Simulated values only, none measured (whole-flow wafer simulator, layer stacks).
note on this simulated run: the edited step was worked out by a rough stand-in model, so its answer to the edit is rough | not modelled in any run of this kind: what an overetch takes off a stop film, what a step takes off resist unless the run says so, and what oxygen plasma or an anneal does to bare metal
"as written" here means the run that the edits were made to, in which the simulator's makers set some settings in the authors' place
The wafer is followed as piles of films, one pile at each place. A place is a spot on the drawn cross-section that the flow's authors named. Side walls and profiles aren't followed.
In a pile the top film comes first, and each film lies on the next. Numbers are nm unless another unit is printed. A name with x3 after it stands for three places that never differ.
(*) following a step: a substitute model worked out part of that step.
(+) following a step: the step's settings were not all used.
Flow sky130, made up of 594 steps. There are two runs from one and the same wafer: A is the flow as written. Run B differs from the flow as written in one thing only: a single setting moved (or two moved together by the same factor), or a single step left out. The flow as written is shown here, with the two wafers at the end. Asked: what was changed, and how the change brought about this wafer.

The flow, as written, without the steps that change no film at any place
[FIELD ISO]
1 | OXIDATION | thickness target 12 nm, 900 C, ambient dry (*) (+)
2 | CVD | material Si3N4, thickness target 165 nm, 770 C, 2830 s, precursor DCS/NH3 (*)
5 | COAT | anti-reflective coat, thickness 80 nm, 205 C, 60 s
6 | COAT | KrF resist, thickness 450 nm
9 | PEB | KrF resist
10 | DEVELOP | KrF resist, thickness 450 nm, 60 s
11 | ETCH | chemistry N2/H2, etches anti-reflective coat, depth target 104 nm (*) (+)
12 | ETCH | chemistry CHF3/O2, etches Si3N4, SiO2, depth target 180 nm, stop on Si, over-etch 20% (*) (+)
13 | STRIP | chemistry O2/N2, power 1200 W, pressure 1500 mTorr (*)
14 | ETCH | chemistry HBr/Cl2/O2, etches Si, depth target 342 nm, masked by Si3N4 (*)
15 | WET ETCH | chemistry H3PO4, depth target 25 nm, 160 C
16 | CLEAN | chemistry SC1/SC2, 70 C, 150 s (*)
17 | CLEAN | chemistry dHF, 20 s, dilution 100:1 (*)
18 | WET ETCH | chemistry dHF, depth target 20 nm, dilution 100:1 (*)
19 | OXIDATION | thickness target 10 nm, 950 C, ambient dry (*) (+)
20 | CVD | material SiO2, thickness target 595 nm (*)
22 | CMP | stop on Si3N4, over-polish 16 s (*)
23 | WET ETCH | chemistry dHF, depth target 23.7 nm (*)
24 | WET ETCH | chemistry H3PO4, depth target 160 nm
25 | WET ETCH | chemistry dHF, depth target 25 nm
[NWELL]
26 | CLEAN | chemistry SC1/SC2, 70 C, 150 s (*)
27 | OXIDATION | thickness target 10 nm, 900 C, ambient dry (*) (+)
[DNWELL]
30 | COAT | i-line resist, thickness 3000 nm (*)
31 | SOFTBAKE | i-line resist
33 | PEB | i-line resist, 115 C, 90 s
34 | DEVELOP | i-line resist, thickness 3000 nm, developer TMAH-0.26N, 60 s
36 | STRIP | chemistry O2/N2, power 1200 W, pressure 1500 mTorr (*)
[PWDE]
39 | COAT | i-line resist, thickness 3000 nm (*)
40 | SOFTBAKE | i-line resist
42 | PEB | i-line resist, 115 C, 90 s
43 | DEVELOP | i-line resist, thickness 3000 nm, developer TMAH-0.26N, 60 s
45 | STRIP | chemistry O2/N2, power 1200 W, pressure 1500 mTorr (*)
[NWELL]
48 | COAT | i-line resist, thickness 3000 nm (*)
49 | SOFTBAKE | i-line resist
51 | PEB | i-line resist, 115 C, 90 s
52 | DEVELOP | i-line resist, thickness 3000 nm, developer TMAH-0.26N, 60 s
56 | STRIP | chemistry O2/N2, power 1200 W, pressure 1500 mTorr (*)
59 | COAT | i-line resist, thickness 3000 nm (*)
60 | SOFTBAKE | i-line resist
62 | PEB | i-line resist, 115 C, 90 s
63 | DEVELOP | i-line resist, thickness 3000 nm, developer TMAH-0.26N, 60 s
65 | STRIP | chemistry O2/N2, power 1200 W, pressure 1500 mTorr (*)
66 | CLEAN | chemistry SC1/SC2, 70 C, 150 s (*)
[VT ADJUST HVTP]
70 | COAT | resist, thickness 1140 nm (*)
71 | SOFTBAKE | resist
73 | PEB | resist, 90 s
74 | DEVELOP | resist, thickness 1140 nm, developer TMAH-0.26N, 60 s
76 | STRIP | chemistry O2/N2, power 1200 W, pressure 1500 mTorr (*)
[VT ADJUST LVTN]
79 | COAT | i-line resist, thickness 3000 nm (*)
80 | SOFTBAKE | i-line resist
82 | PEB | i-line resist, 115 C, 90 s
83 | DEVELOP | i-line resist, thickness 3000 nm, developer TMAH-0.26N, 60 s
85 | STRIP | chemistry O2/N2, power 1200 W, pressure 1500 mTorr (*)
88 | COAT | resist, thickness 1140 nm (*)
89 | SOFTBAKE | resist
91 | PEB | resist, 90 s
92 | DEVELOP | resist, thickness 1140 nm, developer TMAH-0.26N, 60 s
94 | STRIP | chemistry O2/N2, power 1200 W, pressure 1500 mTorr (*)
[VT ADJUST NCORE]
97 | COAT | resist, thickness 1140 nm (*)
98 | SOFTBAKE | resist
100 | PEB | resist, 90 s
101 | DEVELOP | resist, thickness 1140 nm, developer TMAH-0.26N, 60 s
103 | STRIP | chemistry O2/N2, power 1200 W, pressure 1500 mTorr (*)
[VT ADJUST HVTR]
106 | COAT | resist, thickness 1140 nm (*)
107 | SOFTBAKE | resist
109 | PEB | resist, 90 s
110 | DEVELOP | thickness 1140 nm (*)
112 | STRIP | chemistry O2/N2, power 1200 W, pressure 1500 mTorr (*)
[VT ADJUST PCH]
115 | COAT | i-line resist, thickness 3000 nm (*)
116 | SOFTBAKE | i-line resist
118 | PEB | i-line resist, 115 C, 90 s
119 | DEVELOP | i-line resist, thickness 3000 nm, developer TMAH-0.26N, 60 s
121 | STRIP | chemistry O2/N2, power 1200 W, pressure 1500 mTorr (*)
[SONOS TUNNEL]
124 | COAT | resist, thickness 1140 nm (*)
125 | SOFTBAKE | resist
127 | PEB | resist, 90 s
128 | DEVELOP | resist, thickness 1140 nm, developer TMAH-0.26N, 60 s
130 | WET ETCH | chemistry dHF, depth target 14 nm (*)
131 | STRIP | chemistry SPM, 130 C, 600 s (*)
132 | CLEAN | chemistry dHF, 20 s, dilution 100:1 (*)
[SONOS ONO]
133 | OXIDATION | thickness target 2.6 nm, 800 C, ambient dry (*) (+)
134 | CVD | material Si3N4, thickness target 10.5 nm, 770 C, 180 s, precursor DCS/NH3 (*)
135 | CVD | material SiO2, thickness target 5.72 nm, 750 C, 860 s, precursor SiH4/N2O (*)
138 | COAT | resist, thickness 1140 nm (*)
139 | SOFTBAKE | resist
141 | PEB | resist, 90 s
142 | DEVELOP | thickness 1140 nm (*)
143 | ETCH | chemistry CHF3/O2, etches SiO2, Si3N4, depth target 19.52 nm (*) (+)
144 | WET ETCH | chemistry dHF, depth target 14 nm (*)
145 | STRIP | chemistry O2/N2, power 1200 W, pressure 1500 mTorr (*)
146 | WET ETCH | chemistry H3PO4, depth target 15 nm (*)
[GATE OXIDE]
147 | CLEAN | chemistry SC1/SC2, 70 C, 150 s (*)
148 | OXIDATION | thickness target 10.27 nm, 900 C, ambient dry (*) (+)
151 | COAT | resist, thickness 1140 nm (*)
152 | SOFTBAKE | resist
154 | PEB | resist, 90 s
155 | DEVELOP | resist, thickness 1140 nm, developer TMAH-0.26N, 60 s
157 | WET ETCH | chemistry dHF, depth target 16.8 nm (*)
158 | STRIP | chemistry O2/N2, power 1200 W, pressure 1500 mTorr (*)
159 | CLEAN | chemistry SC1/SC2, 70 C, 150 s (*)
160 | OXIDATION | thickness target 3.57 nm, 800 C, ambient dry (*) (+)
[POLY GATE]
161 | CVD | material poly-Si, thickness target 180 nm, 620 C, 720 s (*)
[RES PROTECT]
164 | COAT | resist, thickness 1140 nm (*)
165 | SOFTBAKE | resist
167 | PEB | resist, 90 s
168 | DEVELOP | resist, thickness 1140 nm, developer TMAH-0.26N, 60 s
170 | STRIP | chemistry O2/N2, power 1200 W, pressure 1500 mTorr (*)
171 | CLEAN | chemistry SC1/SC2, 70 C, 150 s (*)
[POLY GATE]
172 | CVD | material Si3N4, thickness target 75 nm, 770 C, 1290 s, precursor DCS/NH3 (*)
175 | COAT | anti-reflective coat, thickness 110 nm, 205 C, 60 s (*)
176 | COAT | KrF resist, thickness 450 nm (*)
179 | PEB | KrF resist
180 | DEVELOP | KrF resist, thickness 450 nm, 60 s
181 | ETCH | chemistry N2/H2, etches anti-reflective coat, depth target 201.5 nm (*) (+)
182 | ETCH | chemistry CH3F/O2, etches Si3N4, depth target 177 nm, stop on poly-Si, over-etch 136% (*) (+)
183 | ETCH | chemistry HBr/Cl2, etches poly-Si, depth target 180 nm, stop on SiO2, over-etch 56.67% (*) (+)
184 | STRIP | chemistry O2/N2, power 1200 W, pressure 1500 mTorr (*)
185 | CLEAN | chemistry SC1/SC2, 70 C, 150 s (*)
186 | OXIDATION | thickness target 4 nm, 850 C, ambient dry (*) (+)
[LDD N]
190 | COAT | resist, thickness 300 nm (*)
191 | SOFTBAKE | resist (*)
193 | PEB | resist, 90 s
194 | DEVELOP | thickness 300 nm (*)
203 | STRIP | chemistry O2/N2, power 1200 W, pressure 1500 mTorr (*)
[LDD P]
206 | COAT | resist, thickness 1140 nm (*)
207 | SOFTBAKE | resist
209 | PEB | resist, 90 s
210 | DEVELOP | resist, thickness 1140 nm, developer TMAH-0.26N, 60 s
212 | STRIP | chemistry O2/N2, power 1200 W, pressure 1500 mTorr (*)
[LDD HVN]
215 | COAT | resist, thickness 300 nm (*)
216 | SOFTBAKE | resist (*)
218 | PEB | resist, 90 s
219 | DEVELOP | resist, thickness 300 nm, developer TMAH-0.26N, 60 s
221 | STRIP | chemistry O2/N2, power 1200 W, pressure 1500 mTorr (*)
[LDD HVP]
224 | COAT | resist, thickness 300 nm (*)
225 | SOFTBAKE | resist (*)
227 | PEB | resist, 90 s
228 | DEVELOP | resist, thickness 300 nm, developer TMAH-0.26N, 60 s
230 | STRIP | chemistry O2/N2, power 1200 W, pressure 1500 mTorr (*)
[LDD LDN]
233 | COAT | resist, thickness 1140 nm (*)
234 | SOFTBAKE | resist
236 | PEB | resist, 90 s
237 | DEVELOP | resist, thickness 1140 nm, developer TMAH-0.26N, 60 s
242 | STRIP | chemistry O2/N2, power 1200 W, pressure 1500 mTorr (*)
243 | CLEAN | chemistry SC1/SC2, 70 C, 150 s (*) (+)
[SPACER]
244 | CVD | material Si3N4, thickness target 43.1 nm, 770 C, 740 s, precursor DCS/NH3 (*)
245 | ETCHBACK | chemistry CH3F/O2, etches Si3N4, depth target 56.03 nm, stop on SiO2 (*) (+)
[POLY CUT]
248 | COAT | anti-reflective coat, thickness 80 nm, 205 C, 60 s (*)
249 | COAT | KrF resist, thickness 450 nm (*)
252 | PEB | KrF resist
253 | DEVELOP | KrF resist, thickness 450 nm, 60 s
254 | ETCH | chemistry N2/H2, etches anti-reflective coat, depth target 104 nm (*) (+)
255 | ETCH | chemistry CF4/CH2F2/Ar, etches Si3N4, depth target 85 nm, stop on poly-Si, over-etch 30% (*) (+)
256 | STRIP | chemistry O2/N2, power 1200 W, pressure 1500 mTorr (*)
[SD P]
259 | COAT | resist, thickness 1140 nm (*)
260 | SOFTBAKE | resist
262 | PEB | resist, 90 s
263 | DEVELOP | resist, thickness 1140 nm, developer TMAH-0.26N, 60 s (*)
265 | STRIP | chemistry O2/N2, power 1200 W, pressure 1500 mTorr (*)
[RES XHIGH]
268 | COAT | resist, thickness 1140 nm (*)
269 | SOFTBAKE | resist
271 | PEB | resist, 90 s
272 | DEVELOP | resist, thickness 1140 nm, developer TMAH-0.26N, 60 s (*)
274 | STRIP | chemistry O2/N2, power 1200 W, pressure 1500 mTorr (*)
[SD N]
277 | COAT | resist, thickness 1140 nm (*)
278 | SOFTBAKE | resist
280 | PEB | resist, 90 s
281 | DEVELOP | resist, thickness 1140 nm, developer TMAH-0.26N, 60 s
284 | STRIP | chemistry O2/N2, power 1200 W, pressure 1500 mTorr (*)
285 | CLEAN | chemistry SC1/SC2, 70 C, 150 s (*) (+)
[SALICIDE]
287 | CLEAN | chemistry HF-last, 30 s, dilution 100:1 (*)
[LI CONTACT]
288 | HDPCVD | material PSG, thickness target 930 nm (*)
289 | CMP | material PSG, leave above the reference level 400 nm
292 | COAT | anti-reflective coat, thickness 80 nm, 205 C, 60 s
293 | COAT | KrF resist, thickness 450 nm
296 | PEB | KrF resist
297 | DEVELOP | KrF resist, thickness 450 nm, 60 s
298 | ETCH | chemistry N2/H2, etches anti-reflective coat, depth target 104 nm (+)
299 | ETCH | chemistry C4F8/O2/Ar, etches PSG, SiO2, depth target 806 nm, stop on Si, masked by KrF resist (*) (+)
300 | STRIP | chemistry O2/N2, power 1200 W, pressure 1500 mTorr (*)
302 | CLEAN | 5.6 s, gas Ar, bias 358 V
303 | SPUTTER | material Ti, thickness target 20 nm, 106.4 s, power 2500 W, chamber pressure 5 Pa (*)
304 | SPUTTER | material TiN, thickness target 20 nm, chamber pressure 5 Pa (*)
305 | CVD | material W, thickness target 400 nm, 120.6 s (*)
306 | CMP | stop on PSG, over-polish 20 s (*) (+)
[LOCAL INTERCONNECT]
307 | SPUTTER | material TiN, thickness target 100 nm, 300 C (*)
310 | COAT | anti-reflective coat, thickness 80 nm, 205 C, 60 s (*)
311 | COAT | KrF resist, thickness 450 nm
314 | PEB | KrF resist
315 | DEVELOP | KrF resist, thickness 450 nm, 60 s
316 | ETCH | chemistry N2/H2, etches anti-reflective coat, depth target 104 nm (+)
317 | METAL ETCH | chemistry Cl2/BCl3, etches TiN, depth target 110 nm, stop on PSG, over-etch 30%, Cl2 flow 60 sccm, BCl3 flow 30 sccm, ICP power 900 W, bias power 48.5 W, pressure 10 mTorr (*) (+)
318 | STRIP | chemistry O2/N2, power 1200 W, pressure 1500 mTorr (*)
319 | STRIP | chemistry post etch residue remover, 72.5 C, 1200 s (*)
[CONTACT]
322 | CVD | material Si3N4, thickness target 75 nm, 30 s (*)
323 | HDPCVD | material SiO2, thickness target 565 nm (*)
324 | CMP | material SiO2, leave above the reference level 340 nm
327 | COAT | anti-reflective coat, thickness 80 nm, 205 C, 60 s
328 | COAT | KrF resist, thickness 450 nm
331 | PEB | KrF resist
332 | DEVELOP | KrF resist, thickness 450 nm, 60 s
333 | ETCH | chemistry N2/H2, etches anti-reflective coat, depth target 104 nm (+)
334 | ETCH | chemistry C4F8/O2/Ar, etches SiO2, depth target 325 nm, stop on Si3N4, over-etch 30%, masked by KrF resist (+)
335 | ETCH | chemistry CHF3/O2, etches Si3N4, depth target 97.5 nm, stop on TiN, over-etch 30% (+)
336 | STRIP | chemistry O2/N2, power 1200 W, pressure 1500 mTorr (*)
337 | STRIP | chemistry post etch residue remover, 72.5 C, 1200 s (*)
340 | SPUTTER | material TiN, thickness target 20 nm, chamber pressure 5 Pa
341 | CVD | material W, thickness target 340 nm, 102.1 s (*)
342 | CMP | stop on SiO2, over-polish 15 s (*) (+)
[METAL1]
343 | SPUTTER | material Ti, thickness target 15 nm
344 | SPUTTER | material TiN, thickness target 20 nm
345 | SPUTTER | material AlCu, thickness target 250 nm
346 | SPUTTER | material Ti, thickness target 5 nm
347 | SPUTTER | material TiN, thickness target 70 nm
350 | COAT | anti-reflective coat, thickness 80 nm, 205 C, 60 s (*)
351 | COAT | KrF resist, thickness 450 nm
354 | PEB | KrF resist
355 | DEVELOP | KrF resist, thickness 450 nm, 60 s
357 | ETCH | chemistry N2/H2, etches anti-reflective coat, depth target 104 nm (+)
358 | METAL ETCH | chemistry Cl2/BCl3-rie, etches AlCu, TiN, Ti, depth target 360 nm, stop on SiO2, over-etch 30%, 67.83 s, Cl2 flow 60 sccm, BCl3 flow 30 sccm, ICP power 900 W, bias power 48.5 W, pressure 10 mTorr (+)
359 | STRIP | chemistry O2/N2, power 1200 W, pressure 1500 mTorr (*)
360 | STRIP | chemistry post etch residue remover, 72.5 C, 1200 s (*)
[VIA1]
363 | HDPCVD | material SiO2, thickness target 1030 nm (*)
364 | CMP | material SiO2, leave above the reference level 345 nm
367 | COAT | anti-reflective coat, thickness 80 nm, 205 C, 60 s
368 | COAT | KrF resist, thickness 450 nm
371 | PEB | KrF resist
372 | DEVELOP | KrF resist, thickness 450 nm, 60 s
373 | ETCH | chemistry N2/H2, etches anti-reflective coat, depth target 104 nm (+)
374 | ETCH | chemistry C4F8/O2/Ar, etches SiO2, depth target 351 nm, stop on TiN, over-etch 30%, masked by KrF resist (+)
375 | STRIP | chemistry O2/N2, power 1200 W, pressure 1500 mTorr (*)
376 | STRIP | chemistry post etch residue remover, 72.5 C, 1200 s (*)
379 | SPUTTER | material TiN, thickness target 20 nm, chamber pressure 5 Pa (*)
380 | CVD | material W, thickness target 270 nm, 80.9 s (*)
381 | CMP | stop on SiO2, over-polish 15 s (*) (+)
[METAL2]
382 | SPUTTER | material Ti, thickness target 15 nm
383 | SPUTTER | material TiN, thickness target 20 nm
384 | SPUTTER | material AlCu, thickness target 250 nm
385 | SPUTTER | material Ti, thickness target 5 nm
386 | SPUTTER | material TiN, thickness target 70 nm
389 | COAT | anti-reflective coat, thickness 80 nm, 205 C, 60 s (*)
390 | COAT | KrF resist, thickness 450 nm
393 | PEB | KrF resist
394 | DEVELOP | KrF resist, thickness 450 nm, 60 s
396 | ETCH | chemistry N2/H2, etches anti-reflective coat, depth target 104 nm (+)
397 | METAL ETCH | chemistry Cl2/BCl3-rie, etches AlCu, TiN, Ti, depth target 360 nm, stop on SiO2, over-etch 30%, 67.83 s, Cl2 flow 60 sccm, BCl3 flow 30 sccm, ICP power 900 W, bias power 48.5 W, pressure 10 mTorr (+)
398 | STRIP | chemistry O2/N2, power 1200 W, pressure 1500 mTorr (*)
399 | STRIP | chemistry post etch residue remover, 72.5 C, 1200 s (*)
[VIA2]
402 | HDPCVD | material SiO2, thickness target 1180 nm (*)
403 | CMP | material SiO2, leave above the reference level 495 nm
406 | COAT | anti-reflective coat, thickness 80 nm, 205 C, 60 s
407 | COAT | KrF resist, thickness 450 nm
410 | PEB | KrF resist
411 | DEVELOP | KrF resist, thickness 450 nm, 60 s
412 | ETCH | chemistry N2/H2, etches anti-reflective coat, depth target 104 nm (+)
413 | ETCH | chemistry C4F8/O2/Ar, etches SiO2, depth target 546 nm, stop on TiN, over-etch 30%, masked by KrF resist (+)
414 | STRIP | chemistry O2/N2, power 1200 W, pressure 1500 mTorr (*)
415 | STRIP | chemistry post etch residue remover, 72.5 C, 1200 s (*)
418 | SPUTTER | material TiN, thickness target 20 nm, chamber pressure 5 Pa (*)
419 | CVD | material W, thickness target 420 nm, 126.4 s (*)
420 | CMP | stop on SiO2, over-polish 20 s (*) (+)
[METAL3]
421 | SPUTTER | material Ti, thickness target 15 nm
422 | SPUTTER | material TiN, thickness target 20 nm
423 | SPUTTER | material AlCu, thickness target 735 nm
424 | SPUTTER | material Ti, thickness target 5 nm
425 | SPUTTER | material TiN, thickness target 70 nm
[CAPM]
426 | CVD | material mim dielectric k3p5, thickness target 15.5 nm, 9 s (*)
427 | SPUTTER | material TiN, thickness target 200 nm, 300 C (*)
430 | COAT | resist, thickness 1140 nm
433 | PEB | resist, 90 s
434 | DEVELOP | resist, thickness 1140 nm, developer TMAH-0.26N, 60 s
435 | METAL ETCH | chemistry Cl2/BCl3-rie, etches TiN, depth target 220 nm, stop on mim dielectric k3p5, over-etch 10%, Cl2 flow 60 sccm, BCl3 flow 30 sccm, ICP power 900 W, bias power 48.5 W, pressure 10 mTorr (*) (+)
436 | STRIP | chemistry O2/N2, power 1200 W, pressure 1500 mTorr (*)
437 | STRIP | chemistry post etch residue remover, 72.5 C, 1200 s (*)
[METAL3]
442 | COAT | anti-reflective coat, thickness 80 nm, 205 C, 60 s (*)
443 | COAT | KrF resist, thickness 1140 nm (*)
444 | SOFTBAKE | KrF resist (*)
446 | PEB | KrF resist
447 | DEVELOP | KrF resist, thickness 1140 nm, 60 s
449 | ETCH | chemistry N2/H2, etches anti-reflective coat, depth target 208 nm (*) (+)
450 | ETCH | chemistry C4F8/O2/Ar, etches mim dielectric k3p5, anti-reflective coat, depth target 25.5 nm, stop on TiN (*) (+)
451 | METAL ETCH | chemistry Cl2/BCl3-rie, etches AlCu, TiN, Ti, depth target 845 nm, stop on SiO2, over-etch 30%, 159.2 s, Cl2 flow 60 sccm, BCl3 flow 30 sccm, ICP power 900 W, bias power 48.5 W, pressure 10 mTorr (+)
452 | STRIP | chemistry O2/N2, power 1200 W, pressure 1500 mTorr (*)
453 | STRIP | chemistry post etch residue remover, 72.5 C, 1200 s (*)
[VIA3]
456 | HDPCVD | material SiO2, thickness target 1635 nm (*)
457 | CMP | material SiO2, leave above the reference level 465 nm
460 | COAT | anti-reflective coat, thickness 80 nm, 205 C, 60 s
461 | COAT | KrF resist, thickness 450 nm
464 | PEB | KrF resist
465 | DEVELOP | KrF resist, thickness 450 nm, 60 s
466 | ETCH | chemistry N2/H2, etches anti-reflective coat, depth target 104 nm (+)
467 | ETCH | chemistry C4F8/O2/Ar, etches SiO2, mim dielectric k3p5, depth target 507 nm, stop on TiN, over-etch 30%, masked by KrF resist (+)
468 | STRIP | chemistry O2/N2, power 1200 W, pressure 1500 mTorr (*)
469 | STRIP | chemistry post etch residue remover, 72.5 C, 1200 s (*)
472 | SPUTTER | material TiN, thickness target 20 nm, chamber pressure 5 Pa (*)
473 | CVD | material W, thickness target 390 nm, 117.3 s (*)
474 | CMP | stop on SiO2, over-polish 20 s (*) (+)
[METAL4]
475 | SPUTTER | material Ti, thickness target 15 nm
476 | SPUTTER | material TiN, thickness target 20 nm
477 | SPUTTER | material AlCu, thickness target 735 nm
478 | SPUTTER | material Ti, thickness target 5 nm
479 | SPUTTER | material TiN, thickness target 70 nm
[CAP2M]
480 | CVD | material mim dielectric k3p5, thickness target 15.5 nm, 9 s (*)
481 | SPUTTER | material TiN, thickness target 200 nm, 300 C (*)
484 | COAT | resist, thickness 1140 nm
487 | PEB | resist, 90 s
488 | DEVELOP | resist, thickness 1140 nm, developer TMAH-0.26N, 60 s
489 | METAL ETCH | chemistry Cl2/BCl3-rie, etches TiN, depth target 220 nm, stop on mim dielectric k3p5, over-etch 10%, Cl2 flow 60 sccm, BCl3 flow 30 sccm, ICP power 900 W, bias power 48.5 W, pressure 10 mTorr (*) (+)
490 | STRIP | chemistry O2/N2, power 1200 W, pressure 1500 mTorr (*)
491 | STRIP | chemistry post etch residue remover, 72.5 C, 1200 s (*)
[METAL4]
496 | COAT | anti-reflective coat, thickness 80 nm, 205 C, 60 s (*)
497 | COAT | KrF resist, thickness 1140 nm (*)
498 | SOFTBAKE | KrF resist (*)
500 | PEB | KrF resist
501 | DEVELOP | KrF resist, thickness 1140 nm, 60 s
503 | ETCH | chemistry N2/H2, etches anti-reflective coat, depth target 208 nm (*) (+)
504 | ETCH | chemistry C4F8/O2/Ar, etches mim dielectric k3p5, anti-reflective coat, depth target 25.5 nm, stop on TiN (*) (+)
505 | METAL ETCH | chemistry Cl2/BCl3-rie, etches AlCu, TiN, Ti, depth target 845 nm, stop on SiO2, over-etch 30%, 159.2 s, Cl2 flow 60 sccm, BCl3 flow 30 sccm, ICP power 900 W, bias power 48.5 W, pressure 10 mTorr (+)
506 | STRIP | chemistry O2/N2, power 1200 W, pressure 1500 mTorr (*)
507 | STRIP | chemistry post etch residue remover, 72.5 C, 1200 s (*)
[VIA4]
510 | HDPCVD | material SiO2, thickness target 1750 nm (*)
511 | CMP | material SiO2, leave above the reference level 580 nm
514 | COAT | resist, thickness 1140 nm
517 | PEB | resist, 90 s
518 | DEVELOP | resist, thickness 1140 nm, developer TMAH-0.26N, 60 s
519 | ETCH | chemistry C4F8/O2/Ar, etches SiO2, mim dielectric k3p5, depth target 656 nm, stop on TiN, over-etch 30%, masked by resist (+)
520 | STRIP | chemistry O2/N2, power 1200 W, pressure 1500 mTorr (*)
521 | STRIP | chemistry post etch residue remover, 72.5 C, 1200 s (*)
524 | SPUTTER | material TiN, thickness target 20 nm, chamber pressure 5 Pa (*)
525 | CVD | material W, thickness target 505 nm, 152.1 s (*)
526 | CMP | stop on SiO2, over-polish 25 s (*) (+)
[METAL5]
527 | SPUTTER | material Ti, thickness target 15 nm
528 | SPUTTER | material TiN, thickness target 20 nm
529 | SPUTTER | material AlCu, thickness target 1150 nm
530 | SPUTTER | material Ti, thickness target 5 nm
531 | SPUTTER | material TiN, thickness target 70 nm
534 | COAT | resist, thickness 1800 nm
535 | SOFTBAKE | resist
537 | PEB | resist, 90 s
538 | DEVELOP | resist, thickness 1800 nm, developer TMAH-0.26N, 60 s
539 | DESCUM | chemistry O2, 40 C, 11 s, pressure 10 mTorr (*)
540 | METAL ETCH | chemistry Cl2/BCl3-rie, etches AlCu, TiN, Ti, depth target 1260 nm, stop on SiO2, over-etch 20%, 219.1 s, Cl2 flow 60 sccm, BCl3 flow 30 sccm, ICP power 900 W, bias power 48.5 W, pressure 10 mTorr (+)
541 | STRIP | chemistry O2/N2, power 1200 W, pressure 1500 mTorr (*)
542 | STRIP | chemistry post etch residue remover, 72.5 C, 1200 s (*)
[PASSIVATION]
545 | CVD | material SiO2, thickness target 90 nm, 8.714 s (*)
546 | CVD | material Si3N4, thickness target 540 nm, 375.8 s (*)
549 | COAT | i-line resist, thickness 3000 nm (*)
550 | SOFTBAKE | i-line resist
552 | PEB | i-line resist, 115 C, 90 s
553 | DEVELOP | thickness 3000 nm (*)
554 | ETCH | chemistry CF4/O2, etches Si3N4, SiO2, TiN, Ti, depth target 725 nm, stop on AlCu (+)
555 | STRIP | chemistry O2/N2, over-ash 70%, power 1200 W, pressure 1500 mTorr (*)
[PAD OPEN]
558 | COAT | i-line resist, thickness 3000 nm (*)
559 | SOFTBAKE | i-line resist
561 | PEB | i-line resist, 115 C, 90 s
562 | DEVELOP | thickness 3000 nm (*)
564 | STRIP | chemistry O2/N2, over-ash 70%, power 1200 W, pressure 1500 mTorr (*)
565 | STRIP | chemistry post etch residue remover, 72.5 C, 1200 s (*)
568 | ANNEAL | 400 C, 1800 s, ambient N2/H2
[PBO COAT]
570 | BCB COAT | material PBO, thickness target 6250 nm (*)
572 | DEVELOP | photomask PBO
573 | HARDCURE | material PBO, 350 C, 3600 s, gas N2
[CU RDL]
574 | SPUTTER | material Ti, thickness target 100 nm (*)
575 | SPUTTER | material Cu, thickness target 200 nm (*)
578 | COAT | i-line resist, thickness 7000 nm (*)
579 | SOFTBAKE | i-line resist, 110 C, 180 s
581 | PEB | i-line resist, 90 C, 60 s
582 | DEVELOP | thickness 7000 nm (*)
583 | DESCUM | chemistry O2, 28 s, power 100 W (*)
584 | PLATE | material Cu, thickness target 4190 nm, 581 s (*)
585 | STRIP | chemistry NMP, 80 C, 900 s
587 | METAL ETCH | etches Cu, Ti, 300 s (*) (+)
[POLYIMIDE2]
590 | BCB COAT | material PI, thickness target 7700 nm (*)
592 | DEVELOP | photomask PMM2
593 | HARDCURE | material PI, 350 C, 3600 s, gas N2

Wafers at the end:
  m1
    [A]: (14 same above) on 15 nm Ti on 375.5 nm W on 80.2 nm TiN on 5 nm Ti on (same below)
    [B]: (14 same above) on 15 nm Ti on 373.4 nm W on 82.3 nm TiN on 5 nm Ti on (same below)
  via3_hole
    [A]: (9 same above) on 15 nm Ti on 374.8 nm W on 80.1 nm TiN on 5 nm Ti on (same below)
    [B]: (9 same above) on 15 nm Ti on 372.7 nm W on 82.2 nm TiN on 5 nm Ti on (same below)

The reason: step 472, SPUTTER: thickness target 24 nm was run, whereas the flow has thickness target 20 nm.

How this came from the change, step by step:
  472 | SPUTTER | material TiN, thickness target 20 nm, chamber pressure 5 Pa (*)
      field, active, n_well and 187 more: A +20 TiN (new film) | B +24 TiN (new film)
      m1, via3_hole: A +10.6 TiN | B +12.7 TiN
  474 | CMP | stop on SiO2, over-polish 20 s (*) (+)
      field, active, n_well and 187 more: A -390 W (all of it), -20 TiN (all of it), -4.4 SiO2 | B -390 W (all of it), -24 TiN (all of it), -4.4 SiO2
